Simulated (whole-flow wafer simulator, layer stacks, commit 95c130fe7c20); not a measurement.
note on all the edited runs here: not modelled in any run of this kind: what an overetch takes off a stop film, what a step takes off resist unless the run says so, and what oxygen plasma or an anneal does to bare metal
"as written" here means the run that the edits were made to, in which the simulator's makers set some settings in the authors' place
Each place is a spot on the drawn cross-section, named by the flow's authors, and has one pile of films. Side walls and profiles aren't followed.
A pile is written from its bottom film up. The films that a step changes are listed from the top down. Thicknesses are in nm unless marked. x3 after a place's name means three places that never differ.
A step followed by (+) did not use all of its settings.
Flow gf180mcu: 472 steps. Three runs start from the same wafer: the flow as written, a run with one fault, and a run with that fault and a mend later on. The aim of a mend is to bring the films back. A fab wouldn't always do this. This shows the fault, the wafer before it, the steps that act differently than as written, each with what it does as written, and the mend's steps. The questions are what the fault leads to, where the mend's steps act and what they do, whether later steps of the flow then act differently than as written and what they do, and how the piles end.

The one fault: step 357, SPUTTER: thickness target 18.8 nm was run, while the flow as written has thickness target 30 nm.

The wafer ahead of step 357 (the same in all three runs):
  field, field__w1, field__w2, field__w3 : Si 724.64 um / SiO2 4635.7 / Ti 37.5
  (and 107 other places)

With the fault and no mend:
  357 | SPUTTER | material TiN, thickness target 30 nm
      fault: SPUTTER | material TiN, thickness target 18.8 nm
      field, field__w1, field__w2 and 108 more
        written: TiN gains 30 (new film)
        fault: TiN gains 18.8 (new film)
  Steps later in the flow that act otherwise than as written:
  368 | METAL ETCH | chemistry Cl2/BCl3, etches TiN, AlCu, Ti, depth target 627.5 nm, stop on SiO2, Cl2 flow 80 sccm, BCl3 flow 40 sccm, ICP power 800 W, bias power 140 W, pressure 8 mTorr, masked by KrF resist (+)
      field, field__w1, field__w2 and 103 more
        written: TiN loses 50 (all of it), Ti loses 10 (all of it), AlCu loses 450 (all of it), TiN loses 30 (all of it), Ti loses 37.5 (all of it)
        fault: TiN loses 50 (all of it), Ti loses 10 (all of it), AlCu loses 450 (all of it), TiN loses 18.8 (all of it), Ti loses 37.5 (all of it)
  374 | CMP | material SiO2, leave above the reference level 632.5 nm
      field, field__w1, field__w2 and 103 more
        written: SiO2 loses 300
        fault: SiO2 loses 311.2
  At field__w8, contact, m1, m1__w1, m1_nw, the piles at the end differ from the flow's by more than 2% or 0.5 nm, whichever is larger.
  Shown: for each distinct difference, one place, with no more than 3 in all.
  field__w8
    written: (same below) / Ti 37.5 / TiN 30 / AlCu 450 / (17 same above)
    fault: (same below) / Ti 37.5 / TiN 18.8 / AlCu 450 / (17 same above)
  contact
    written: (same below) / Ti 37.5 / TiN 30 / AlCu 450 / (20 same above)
    fault: (same below) / Ti 37.5 / TiN 18.8 / AlCu 450 / (20 same above)

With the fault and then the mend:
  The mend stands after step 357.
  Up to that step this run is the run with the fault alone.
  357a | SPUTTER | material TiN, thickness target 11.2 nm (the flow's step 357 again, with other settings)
      field, field__w1, field__w2 and 108 more
        TiN gains 11.2
  None of the later steps of the flow acts differently than as written at any place that is followed.
  The piles end the same as the flow's at every place that both follow.
